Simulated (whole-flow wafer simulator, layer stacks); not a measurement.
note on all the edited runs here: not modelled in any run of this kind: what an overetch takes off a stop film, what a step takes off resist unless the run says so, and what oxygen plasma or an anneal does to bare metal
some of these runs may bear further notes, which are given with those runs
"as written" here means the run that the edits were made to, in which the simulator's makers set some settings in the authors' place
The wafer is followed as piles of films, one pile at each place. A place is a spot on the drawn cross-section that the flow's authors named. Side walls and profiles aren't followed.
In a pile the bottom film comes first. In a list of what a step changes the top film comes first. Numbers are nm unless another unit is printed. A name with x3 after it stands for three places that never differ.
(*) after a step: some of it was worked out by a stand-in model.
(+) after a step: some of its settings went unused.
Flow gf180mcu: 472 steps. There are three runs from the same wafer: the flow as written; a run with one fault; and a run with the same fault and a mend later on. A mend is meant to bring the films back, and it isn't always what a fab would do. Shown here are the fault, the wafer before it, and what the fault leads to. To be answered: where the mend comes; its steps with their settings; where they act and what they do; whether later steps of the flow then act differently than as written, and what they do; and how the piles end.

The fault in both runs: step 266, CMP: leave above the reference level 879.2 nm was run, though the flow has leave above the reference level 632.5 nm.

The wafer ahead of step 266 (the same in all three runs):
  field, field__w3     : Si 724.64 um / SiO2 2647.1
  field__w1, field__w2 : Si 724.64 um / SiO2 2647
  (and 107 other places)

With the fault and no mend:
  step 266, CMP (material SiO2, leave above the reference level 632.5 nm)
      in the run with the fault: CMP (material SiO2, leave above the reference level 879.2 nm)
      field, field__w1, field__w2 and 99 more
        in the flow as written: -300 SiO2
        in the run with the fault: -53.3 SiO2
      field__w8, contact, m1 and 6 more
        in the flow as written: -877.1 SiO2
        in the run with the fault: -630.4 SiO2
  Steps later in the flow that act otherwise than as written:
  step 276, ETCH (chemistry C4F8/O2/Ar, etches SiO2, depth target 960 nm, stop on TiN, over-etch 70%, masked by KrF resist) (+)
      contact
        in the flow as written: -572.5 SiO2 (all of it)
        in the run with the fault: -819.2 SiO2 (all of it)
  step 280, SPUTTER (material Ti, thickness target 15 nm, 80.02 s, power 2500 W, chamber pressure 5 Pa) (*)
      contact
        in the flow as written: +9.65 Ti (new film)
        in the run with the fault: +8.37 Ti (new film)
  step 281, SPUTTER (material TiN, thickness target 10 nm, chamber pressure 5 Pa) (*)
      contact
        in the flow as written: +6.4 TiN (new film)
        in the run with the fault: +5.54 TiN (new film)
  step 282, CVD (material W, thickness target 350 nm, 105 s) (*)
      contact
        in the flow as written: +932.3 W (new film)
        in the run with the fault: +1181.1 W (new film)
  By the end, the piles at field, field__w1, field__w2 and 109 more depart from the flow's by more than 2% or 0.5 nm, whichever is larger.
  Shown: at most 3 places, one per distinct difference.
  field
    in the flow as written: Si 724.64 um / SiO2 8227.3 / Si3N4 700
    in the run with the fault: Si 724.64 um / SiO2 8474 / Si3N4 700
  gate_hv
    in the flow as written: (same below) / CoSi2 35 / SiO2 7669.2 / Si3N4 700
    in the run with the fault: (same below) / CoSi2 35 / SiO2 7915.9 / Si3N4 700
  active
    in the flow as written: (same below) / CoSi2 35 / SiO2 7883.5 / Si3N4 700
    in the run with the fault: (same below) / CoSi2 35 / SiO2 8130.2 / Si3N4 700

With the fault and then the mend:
  The mend follows step 274.
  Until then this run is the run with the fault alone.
  step 274a, STRIP (chemistry O2/N2, power 2160 W, pressure 1700 mTorr) (*)
      field, field__w1, field__w2 and 107 more
        -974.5 KrF resist (all of it), -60 anti-reflective coat (all of it)
      contact
        -60 anti-reflective coat (all of it)
  step 274b, CMP (material SiO2, leave above the reference level 632.5 nm) (a further turn of the flow's step 266)
      field, field__w1, field__w2 and 108 more
        -246.7 SiO2
  step 274c, HMDS (120 C, 60 s) (a further turn of the flow's step 268)
      leaves every film unchanged at each place that is followed
  step 274d, COAT (anti-reflective coat, thickness 60 nm, 182 C, 71 s) (a further turn of the flow's step 269)
      field, field__w1, field__w2 and 108 more
        +60 anti-reflective coat (new film)
  step 274e, COAT (KrF resist, thickness 1000 nm) (a further turn of the flow's step 270)
      field, field__w1, field__w2 and 108 more
        +1000 KrF resist (new film)
  step 274f, SOFTBAKE (KrF resist) (a further turn of the flow's step 271)
      leaves every film unchanged at each place that is followed
  step 274g, EXPOSE (photomask Via1) (a further turn of the flow's step 272)
      leaves every film unchanged at each place that is followed
  step 274h, PEB (KrF resist, 135 C, 90 s) (a further turn of the flow's step 273)
      field, field__w1, field__w2 and 108 more
        -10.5 KrF resist
  step 274i, DEVELOP (KrF resist, thickness 1000 nm, 60 s) (a further turn of the flow's step 274)
      field, field__w1, field__w2 and 107 more
        -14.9 KrF resist
      contact
        -989.5 KrF resist (all of it)
  None of the later steps of the flow acts differently than as written at any place that is followed.
  By the end, the piles equal the flow's at every place that both follow.
